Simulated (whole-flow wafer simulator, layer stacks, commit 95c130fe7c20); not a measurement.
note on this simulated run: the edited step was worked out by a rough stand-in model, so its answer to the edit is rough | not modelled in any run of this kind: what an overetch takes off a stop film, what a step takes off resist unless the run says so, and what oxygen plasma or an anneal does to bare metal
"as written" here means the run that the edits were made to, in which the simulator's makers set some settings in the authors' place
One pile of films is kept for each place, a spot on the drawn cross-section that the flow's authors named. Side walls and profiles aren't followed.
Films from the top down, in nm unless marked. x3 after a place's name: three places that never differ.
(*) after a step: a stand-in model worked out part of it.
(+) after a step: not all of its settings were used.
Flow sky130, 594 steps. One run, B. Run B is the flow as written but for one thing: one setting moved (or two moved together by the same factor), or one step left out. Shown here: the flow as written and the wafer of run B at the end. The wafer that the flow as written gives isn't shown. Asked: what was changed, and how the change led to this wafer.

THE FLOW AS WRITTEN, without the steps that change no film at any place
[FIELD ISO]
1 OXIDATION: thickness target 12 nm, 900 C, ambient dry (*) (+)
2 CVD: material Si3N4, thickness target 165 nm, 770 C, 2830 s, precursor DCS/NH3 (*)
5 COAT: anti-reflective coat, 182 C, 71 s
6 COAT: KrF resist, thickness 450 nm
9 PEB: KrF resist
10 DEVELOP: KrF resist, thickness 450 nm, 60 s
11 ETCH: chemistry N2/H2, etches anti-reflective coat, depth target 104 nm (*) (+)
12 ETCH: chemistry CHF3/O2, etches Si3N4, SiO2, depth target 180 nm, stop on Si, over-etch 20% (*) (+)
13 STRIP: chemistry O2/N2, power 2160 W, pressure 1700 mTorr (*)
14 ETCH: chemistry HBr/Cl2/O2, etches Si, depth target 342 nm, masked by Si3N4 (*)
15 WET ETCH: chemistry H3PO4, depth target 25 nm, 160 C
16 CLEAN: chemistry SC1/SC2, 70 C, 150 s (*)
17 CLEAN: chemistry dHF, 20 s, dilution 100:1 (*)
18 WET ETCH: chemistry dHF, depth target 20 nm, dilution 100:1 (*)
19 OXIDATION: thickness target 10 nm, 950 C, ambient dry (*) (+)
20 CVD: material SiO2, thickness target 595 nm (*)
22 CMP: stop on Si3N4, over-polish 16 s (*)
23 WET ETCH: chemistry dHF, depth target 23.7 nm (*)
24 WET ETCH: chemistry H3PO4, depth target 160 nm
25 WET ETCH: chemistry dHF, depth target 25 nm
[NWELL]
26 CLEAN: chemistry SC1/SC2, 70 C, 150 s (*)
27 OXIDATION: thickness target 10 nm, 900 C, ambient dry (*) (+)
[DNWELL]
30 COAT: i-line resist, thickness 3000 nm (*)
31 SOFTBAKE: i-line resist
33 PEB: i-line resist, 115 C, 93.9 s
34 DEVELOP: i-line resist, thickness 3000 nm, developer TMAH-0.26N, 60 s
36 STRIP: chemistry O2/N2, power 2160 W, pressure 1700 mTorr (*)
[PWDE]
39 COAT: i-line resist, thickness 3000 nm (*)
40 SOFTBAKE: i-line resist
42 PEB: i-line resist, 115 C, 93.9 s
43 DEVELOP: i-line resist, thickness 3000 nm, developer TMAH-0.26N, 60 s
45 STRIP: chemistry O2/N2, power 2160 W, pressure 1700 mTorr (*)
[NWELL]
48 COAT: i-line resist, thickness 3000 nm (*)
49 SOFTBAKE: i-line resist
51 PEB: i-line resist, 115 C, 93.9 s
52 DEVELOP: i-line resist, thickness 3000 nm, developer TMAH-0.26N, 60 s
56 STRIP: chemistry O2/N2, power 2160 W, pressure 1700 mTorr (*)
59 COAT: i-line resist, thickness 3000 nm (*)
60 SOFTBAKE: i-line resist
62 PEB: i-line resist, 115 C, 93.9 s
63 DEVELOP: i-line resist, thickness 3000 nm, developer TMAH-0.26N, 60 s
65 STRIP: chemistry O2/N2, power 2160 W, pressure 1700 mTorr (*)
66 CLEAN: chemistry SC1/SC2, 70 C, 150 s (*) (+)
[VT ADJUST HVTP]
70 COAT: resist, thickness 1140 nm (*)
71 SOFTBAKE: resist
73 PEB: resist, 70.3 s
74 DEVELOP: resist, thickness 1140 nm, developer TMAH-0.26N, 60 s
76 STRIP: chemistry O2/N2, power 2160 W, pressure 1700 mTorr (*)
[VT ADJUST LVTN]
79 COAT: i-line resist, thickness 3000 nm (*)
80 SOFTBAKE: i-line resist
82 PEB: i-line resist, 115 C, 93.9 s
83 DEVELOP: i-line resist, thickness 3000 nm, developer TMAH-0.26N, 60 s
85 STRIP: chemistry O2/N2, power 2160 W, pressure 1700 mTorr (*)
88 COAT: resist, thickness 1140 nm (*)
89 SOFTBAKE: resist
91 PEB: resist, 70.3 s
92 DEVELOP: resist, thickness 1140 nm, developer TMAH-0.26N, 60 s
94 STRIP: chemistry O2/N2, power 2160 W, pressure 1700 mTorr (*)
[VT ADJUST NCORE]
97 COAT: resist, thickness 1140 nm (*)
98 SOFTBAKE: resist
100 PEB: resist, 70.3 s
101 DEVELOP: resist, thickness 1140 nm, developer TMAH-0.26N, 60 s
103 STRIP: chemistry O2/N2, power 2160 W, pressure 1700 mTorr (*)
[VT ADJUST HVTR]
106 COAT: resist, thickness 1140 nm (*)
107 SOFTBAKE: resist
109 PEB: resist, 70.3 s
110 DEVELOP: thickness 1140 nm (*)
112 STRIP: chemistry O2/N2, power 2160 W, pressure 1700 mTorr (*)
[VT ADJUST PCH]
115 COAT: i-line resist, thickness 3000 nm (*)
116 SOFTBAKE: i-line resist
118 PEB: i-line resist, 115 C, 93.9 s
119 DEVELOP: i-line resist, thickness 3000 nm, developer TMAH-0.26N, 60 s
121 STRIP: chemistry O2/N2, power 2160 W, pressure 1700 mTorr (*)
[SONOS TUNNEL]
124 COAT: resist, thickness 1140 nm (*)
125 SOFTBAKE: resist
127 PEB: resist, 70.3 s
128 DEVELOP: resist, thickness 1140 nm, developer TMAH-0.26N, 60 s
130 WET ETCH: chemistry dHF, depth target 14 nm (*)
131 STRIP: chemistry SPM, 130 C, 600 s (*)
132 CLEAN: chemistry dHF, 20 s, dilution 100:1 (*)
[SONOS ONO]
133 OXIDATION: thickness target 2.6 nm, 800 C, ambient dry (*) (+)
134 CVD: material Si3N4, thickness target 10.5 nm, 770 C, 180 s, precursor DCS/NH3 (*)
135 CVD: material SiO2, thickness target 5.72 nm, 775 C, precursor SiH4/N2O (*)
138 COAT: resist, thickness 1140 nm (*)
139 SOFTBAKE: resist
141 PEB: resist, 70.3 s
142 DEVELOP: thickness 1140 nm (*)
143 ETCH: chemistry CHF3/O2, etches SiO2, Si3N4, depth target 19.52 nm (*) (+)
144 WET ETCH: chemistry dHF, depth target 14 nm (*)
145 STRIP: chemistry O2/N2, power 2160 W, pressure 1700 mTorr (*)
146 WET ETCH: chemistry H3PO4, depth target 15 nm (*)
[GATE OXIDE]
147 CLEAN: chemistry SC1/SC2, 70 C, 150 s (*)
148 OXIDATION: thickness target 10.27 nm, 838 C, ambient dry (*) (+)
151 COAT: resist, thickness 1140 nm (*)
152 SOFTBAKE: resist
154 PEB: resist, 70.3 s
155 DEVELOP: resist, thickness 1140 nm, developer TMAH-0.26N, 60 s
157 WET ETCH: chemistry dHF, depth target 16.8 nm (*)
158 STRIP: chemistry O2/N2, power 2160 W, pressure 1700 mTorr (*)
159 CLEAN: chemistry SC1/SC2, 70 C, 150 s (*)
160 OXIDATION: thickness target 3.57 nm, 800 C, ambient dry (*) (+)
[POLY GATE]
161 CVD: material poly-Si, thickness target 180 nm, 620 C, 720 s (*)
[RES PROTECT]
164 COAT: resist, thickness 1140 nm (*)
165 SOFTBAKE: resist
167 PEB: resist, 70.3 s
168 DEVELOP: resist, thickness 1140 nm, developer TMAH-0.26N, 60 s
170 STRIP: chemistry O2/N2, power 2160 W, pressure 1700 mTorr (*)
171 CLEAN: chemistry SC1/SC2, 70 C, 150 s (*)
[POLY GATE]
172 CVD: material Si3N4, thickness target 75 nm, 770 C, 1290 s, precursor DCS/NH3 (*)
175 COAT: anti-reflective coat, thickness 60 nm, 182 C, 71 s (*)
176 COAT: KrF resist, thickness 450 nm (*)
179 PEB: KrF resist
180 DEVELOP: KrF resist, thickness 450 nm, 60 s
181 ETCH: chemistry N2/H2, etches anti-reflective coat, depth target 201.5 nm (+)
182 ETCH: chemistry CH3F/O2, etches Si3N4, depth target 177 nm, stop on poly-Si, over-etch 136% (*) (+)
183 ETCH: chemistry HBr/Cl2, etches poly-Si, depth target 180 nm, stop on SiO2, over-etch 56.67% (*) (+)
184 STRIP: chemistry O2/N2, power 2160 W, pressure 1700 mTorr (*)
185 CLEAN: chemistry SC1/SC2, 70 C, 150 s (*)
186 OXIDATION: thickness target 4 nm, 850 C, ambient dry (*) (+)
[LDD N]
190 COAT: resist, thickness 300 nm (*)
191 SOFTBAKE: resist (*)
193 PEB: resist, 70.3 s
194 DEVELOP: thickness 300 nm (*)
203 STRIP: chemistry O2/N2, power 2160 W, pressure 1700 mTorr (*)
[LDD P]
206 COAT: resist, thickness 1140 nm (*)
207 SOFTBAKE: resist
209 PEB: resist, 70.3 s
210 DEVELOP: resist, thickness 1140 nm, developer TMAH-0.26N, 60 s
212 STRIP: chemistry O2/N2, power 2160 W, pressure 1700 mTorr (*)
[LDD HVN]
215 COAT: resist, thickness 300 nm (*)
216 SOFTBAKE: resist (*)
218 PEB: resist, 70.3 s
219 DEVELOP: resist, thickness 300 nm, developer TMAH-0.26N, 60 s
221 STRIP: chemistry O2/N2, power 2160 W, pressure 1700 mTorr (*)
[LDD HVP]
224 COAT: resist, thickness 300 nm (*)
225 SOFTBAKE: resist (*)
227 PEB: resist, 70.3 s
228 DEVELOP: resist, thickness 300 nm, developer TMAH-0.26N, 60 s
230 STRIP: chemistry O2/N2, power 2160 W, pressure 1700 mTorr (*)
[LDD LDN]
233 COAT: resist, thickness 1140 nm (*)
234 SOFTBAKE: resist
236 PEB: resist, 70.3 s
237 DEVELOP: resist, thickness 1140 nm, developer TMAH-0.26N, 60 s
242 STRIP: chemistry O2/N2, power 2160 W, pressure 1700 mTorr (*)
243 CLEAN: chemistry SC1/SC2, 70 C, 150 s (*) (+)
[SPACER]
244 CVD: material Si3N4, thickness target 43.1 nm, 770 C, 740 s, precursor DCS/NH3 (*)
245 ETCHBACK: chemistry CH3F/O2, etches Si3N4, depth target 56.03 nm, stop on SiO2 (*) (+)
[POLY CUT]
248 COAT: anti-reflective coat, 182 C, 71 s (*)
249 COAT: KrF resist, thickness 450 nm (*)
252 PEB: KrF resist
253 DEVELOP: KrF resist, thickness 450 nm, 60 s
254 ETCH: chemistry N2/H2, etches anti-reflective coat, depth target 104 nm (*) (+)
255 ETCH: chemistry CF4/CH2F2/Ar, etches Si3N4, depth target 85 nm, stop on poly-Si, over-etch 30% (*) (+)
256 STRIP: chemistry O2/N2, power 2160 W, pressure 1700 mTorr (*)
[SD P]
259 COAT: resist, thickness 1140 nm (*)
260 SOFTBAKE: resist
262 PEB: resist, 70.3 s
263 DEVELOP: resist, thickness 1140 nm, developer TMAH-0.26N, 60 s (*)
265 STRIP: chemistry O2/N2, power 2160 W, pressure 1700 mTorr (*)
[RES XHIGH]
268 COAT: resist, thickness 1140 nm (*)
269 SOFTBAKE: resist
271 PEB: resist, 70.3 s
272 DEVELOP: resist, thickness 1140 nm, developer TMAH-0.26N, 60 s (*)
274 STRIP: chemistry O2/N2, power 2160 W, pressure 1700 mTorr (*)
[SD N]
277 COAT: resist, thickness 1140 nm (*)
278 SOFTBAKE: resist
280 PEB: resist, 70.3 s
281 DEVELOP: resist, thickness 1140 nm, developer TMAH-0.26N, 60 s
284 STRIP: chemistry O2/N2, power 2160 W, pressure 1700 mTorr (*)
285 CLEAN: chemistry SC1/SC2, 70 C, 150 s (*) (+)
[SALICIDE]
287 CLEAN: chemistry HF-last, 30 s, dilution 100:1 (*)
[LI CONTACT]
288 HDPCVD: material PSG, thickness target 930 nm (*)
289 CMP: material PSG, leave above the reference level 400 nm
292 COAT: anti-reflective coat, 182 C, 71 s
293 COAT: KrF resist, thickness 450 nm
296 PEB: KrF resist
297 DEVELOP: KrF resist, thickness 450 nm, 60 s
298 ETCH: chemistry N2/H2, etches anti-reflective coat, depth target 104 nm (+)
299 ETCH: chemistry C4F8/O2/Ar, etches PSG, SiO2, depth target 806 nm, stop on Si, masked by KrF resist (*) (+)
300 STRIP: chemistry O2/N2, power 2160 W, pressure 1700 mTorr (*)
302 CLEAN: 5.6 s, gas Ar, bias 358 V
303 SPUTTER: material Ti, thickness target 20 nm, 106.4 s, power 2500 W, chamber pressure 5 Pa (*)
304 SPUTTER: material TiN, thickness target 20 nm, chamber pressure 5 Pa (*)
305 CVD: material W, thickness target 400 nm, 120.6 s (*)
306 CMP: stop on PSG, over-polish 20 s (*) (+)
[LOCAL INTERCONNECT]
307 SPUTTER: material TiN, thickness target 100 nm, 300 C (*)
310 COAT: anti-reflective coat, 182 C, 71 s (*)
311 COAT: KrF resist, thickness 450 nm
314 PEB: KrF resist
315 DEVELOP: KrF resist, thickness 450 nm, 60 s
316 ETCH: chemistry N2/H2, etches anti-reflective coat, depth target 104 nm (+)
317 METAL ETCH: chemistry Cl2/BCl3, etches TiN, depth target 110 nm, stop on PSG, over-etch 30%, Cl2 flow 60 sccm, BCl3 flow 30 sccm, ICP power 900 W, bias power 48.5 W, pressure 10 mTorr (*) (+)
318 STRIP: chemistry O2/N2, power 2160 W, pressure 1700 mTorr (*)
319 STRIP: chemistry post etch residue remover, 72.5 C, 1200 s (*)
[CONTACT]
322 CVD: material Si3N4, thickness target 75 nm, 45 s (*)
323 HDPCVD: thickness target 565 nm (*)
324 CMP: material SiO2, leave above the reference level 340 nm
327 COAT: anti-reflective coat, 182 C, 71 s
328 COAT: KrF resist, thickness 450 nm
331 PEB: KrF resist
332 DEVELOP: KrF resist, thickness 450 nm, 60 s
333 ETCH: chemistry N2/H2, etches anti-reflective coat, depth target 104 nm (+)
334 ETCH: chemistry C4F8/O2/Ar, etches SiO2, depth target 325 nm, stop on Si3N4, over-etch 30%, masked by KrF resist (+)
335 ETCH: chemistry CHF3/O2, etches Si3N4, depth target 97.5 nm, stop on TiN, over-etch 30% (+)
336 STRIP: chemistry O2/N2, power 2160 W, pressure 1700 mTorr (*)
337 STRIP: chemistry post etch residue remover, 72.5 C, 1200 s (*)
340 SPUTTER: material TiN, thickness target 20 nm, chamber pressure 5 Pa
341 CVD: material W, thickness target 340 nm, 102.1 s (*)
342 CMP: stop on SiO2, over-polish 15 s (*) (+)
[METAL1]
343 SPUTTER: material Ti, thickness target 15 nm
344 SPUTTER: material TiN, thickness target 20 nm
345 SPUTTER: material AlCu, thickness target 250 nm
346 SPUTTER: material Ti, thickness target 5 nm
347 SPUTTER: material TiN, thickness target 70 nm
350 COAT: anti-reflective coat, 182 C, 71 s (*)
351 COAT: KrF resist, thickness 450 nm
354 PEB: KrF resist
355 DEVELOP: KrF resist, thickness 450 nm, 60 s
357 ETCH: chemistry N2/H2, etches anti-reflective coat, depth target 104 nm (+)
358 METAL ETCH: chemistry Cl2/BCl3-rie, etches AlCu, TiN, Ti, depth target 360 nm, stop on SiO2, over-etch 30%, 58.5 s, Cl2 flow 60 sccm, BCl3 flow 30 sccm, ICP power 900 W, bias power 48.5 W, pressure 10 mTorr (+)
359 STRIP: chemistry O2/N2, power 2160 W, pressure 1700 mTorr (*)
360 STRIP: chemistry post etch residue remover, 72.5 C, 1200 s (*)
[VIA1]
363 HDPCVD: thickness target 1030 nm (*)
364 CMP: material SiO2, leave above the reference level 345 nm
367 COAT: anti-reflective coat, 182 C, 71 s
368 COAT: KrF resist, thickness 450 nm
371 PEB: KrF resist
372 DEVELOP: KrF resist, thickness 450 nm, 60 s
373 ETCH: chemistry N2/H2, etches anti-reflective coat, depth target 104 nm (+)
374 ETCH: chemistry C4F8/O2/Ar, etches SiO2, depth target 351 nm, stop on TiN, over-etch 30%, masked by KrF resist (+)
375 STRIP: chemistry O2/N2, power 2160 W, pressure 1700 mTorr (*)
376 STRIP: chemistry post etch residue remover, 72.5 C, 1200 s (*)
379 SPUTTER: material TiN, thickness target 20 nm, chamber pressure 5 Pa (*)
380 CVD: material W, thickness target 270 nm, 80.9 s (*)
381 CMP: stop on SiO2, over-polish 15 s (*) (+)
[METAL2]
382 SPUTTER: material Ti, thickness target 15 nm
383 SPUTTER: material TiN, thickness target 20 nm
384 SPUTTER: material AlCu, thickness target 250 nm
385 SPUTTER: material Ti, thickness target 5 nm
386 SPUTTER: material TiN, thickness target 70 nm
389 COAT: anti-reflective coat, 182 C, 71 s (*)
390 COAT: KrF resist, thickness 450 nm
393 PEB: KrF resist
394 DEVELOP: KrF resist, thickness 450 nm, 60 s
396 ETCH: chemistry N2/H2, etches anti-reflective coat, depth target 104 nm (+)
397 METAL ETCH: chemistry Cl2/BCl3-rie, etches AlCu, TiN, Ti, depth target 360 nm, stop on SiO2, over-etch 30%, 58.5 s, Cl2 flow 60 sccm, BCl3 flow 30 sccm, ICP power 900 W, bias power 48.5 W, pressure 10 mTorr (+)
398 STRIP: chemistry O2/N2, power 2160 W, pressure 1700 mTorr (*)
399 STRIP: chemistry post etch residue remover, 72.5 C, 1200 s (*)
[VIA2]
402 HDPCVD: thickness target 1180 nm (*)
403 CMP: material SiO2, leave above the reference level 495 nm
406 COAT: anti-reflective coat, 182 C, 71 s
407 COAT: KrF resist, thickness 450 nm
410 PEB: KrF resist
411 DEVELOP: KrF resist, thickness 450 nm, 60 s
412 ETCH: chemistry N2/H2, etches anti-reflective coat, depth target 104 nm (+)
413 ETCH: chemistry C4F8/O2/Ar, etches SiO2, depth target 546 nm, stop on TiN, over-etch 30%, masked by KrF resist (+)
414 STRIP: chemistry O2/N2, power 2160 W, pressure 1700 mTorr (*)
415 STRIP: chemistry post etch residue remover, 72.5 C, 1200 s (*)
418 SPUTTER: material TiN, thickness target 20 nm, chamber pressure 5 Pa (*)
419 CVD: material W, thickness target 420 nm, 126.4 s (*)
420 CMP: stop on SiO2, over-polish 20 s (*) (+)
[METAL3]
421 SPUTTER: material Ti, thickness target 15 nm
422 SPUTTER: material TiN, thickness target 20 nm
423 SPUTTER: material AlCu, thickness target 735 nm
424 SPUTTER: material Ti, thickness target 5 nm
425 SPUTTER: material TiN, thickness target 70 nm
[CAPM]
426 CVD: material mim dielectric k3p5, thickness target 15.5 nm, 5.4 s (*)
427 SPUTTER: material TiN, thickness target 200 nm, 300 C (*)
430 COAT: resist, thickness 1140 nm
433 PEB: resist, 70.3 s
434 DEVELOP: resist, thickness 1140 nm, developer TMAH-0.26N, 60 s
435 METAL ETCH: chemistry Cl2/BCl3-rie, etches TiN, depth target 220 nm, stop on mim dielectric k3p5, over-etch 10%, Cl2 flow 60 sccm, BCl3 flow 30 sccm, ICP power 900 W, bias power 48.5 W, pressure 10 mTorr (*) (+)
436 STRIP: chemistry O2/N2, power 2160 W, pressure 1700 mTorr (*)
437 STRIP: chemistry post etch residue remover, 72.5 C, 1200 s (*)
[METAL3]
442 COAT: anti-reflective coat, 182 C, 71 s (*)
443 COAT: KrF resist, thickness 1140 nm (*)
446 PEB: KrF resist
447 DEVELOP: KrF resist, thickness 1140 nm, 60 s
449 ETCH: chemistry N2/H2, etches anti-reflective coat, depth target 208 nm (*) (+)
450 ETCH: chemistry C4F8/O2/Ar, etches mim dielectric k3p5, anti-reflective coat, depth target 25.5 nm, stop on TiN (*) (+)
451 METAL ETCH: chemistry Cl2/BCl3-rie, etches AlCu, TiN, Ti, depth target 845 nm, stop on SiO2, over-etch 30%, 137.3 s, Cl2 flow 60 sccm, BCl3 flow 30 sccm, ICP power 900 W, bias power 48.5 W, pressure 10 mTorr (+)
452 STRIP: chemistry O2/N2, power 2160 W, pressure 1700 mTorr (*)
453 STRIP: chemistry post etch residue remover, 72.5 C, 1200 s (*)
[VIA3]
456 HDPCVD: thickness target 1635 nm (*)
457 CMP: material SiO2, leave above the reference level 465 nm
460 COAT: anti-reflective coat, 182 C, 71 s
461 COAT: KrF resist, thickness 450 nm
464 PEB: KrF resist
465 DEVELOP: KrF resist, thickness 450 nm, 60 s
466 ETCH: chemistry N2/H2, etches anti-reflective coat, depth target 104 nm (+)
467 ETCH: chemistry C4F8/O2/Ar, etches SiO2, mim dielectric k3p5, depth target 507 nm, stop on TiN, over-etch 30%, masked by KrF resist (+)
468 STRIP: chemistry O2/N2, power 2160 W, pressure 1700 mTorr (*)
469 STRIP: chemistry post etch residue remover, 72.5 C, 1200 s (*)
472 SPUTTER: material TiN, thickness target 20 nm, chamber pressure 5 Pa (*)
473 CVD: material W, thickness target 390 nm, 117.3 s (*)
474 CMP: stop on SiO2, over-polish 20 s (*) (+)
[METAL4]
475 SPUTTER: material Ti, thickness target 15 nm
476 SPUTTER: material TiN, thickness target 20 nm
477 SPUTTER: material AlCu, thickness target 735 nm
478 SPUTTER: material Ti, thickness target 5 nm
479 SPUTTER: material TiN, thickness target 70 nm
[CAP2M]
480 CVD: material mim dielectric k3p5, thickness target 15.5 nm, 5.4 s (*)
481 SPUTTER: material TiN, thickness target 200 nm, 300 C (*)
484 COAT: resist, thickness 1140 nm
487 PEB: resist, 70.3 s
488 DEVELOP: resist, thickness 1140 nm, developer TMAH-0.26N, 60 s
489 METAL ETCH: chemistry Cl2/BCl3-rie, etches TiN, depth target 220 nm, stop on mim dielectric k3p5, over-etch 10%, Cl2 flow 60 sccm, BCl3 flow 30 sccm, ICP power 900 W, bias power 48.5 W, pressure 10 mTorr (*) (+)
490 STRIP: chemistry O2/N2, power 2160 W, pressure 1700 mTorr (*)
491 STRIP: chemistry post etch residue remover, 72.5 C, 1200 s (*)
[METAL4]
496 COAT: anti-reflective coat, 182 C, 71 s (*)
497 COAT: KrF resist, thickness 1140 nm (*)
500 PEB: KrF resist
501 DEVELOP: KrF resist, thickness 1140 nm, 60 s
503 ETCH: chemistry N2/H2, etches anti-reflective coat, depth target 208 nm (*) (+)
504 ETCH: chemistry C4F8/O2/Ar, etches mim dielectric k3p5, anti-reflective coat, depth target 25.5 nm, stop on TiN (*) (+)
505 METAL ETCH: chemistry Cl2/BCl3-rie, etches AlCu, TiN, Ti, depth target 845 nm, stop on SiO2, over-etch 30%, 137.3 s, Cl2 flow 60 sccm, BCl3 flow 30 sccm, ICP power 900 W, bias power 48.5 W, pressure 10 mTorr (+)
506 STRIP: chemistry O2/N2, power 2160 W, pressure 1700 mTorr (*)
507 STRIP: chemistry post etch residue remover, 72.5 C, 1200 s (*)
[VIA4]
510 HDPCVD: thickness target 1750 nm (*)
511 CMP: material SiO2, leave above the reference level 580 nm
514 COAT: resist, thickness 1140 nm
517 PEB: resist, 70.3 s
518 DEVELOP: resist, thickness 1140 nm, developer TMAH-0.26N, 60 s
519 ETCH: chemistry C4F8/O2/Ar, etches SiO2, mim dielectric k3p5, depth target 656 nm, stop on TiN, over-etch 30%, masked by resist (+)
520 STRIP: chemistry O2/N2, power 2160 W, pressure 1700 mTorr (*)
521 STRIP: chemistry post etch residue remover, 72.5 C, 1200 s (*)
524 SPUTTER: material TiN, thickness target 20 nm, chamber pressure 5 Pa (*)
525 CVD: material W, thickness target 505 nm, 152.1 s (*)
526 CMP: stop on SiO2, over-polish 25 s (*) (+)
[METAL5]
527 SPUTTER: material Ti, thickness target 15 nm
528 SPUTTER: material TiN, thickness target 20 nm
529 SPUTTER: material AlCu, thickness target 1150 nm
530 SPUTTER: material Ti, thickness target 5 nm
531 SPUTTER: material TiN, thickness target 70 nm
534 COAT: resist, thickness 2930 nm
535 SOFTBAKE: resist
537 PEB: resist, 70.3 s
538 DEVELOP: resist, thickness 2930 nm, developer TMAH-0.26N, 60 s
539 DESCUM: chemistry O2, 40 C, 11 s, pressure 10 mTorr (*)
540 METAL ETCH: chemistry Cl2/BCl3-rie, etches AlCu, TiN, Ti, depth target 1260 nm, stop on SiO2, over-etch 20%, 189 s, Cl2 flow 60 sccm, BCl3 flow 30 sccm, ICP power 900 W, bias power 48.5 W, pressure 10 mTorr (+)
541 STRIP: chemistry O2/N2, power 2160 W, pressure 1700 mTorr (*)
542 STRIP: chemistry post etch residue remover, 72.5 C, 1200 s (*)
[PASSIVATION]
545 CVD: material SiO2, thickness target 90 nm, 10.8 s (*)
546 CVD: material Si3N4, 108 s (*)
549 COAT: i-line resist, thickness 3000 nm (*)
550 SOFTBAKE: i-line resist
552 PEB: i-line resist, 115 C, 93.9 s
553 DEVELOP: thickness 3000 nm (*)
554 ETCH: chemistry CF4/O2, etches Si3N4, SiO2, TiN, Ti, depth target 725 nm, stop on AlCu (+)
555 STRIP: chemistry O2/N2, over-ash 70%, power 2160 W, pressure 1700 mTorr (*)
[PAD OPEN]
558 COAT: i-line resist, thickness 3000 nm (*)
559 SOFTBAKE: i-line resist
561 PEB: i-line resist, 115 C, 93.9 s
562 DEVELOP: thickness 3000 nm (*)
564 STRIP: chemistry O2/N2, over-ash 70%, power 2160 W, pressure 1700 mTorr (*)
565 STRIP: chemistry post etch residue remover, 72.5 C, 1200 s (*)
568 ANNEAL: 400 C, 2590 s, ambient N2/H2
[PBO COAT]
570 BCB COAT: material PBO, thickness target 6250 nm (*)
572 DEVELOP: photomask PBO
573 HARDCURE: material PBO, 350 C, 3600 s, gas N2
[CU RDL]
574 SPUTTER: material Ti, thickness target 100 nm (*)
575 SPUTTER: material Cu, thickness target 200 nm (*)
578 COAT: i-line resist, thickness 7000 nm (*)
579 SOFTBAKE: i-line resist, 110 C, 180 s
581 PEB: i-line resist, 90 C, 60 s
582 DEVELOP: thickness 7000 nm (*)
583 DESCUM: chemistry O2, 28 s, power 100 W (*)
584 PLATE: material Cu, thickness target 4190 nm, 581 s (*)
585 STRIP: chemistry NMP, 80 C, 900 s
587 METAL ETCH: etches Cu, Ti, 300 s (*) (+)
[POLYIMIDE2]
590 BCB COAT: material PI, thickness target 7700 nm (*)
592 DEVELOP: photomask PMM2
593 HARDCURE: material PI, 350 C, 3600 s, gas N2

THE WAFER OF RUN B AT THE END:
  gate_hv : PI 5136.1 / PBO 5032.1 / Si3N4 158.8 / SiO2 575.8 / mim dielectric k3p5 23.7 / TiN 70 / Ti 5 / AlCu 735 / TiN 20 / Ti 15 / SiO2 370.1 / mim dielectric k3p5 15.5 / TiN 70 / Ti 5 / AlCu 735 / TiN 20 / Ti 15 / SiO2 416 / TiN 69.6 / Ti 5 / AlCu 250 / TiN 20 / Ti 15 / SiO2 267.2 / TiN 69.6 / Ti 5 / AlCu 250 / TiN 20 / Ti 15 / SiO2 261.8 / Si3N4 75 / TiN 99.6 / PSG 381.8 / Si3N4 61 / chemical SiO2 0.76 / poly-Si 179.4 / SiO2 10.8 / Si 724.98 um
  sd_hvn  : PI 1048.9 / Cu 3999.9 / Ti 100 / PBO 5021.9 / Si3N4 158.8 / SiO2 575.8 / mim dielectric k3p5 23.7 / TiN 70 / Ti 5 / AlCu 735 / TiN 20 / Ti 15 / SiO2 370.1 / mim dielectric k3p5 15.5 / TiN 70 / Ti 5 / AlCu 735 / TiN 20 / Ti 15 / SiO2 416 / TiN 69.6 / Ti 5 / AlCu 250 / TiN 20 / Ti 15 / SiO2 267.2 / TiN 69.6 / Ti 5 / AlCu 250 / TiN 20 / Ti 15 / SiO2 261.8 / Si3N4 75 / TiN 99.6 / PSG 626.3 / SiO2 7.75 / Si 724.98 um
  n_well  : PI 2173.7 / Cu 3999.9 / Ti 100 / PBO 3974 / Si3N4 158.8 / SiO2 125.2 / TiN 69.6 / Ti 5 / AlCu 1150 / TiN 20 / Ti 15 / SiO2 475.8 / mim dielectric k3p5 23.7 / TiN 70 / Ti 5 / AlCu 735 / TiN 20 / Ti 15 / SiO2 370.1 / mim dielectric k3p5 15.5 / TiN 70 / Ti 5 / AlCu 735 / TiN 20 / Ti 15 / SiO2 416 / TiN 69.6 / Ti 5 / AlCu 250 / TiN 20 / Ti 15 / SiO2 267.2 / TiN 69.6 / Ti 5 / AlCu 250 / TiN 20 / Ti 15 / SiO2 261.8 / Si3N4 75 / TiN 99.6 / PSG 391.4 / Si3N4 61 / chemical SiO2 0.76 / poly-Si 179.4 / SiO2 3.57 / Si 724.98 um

The cause: step 480, CVD: thickness target 23.7 nm was run, where the flow has thickness target 15.5 nm; step 480, CVD: 8.26 s was run, where the flow has 5.4 s.
It can be read off the wafer: gate_hv has mim dielectric k3p5 23.7, and step 480 as written asks for 15.5 nm.

How the change led to this, step by step:
  480 CVD: material mim dielectric k3p5, thickness target 15.5 nm, 5.4 s (*)
      field, active, n_well and 189 more: mim dielectric k3p5 +23.7 (new film) (as written it would be: mim dielectric k3p5 +15.5 (new film))
  504 ETCH: chemistry C4F8/O2/Ar, etches mim dielectric k3p5, anti-reflective coat, depth target 25.5 nm, stop on TiN (*) (+)
      n_well, p_well, gate_hv and 102 more: KrF resist -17 (as written it would be: KrF resist -15.5)
      field, active, gate and 85 more: mim dielectric k3p5 -23.7 (all of it) (as written it would be: mim dielectric k3p5 -15.5 (all of it))
  519 ETCH: chemistry C4F8/O2/Ar, etches SiO2, mim dielectric k3p5, depth target 656 nm, stop on TiN, over-etch 30%, masked by resist (+)
      m1: SiO2 -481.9 (all of it), mim dielectric k3p5 -23.7 (all of it) (as written it would be: SiO2 -490.1 (all of it), mim dielectric k3p5 -15.5 (all of it))
      via4_hole: SiO2 -481.3 (all of it), mim dielectric k3p5 -23.7 (all of it) (as written it would be: SiO2 -489.5 (all of it), mim dielectric k3p5 -15.5 (all of it))
